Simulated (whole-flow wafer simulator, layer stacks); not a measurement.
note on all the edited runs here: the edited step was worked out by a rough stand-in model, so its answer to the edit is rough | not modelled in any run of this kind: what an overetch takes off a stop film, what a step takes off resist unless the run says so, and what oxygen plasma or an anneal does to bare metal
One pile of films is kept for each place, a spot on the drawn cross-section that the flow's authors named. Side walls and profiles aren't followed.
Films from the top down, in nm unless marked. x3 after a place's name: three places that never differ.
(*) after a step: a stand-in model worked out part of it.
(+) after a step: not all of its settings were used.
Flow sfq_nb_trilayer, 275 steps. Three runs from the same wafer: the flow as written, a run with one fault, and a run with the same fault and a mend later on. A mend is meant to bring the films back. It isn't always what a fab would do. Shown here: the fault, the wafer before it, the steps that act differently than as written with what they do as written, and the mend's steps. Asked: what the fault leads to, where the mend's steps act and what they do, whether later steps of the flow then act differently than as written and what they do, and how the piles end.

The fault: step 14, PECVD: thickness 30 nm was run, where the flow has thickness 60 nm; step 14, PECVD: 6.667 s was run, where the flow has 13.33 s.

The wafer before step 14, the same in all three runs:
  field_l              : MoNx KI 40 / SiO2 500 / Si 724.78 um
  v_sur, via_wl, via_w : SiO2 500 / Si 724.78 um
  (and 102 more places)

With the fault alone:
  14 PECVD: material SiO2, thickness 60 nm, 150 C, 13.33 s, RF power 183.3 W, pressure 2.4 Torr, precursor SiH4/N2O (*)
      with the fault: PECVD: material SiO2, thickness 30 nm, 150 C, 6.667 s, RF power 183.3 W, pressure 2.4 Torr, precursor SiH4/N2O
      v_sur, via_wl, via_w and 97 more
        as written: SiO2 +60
        with the fault: SiO2 +30
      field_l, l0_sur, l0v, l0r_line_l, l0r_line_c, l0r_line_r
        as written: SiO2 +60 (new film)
        with the fault: SiO2 +30 (new film)
  Later steps of the flow that act differently than as written (10 more steps differ only slightly, by at most 2% or 0.5 nm, whichever is larger, and aren't shown):
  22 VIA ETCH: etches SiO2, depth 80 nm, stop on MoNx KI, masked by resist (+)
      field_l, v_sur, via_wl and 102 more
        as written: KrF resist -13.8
        with the fault: KrF resist -7.72
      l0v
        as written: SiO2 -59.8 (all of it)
        with the fault: SiO2 -29.8 (all of it)
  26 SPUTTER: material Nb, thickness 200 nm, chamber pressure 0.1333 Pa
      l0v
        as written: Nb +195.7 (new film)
        with the fault: Nb +200 (new film)
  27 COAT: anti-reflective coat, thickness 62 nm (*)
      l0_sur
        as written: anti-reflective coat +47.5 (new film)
        with the fault: anti-reflective coat +50.9 (new film)
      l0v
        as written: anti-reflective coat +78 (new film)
        with the fault: anti-reflective coat +68.7 (new film)
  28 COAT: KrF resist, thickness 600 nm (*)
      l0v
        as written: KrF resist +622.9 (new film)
        with the fault: KrF resist +604.8 (new film)
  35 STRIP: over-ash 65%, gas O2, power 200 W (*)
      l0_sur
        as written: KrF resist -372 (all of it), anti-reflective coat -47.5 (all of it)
        with the fault: KrF resist -373.6 (all of it), anti-reflective coat -50.9 (all of it)
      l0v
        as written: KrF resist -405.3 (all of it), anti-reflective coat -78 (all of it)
        with the fault: KrF resist -387.2 (all of it), anti-reflective coat -68.7 (all of it)
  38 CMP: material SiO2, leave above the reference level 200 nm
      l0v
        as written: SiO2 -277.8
        with the fault: SiO2 -312.1
  At the end the piles differ from the flow's by more than 2% or 0.5 nm, whichever is larger, at field_l, v_sur, via_wl and 100 more.
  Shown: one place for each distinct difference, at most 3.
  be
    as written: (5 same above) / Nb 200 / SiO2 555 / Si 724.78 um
    with the fault: (5 same above) / Nb 200 / SiO2 525 / Si 724.78 um
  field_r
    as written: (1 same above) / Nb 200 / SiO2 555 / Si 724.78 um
    with the fault: (1 same above) / Nb 200 / SiO2 525 / Si 724.78 um
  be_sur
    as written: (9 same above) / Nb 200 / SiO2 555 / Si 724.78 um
    with the fault: (9 same above) / Nb 200 / SiO2 525 / Si 724.78 um

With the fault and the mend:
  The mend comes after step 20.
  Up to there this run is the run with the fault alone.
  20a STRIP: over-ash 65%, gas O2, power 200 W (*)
      p4_fl x3, p4_w1 x9, p4_g1 x2 and 59 more
        KrF resist -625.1 (all of it), anti-reflective coat -62 (all of it)
      jj_sur, ce_l, c5j, ce_r, sp_r, be_r, r_sur
        KrF resist -632 (all of it), anti-reflective coat -63.7 (all of it)
      gap, res, r_end
        KrF resist -632.1 (all of it), anti-reflective coat -63.7 (all of it)
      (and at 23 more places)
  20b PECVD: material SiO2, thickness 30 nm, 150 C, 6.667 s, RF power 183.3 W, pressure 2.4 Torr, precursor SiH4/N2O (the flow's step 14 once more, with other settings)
      field_l, v_sur, via_wl and 103 more
        SiO2 +30
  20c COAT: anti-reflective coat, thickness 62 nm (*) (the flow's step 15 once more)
      p4_fl x3, p4_w1 x9, p4_g1 x2 and 59 more
        anti-reflective coat +62 (new film)
      be_sur, gap, jj_sur and 8 more
        anti-reflective coat +63.7 (new film)
      wire, be, moat, field_r, lsp_l
        anti-reflective coat +63.8 (new film)
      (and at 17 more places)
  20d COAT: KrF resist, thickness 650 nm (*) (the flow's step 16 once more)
      p4_fl x3, p4_w1 x9, p4_g1 x2 and 59 more
        KrF resist +650 (new film)
      jj_sur, ce_l, c5j, ce_r, sp_r, be_r, r_sur
        KrF resist +656.9 (new film)
      v_sur, via_wr
        KrF resist +659.5 (new film)
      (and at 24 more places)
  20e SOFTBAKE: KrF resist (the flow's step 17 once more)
      changes no film at any place that is followed
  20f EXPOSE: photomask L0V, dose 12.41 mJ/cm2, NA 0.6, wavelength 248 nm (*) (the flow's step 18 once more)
      changes no film at any place that is followed
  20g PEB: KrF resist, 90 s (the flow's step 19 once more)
      p4_fl x3, p4_w1 x9, p4_g1 x2 and 59 more
        KrF resist -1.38
      via_v, wire, be and 15 more
        KrF resist -1.39
      v_sur, via_w, via_wr, via_sp, lsp_m, ln_m6, lsp_r
        KrF resist -1.4
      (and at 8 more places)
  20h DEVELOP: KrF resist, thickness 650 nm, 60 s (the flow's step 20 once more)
      field_l, v_sur, via_wl and 102 more
        KrF resist -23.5
      l0v
        KrF resist -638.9 (all of it)
  No later step of the flow acts differently than as written, at any place that is followed, by more than 2% or 0.5 nm, whichever is larger.
  At the end the piles are the same as the flow's at every place that both follow.
